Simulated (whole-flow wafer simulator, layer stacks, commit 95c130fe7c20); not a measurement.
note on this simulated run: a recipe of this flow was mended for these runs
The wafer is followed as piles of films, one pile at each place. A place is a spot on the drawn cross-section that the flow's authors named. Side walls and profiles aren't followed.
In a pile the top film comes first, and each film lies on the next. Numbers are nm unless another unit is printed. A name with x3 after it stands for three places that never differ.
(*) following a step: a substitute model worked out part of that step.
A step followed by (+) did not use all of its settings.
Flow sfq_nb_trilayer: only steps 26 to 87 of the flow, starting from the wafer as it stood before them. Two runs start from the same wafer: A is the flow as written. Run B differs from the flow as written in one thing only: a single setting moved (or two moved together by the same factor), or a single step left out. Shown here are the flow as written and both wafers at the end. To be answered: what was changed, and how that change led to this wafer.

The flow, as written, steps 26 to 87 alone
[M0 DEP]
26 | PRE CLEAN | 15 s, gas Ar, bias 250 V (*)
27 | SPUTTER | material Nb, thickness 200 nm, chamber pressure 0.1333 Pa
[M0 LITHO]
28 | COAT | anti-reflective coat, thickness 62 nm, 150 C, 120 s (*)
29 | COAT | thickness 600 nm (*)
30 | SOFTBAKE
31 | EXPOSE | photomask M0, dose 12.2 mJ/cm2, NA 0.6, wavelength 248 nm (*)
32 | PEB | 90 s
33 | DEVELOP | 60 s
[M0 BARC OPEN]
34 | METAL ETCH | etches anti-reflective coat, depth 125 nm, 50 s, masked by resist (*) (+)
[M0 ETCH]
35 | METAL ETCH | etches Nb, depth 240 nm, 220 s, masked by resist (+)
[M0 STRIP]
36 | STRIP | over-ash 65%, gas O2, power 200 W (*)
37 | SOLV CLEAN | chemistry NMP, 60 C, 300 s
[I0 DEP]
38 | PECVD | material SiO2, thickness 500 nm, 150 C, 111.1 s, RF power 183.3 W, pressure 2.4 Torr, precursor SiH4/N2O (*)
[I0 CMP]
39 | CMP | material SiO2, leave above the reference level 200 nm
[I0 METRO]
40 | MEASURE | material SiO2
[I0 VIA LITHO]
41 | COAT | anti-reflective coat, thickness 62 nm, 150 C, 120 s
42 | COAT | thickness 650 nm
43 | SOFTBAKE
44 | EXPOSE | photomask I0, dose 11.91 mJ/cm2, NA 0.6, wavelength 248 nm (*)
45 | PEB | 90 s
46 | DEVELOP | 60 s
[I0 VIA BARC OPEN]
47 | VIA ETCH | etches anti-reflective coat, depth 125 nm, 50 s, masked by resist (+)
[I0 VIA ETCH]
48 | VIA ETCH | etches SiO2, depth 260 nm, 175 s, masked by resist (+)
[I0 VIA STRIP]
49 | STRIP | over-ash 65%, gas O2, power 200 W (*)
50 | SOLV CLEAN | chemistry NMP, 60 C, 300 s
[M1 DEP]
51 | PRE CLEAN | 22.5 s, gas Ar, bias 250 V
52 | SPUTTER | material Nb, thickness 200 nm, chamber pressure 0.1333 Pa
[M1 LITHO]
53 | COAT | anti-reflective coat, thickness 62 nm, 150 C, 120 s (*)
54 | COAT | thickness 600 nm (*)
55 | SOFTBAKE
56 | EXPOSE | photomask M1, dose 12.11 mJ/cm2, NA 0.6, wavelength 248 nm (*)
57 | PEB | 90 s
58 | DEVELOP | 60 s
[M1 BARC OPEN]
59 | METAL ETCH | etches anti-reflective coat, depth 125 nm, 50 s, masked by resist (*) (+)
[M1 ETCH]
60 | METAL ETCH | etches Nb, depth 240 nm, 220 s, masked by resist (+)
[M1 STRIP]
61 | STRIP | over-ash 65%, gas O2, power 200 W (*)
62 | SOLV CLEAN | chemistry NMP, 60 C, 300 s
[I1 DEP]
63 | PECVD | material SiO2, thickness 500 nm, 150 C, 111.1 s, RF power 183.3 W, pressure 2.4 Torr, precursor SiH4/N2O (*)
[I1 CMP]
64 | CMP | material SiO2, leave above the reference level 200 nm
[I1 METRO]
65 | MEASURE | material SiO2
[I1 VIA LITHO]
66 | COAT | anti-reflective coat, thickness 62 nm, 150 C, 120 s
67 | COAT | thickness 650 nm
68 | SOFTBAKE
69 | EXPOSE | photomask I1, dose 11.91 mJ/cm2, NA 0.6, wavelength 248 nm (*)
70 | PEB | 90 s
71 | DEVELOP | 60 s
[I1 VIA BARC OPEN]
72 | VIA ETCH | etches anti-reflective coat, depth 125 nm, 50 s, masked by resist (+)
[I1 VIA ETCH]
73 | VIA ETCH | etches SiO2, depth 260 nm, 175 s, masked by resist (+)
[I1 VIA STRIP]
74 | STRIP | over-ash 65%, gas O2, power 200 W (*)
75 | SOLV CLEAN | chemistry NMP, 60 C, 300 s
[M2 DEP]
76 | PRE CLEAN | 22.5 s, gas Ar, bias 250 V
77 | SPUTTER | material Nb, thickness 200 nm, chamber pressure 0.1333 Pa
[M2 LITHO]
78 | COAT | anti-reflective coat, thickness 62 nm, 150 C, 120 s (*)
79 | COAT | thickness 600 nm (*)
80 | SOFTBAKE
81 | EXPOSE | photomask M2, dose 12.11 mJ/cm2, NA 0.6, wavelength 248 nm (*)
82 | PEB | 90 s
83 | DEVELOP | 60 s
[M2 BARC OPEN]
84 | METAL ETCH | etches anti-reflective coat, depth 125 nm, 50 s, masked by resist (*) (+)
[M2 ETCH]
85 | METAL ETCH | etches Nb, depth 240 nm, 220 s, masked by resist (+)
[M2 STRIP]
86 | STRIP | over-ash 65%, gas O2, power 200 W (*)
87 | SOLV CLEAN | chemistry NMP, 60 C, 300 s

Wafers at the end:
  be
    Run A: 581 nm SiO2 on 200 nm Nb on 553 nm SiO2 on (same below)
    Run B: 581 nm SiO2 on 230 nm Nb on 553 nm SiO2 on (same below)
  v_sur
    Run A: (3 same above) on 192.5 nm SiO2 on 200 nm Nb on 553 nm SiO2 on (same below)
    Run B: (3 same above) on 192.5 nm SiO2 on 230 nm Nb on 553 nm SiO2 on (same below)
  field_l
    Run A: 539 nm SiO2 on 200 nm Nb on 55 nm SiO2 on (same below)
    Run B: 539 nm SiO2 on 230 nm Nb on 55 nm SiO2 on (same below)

What caused this: step 27, SPUTTER: thickness 230 nm was run, though the flow has thickness 200 nm.
The wafer itself shows it: be has Nb 230, and step 27 as written asks for 200 nm.

Step by step, how the change led to this:
  27 | SPUTTER | material Nb, thickness 200 nm, chamber pressure 0.1333 Pa
      field_l, v_sur, via_wl and 102 more: A Nb gains 200 (new film) | B Nb gains 230 (new film)
      l0v: A Nb gains 195.4 (new film) | B Nb gains 225.4 (new film)
  35 | METAL ETCH | etches Nb, depth 240 nm, 220 s, masked by resist (+)
      moat, m0r_space_l x2: A Nb loses 200 (all of it), SiO2 loses 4 | B Nb loses 230 (all of it), SiO2 loses 1
  38 | PECVD | material SiO2, thickness 500 nm, 150 C, 111.1 s, RF power 183.3 W, pressure 2.4 Torr, precursor SiH4/N2O (*)
      moat, m0r_space_l x2: A SiO2 gains 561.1 | B SiO2 gains 588.1
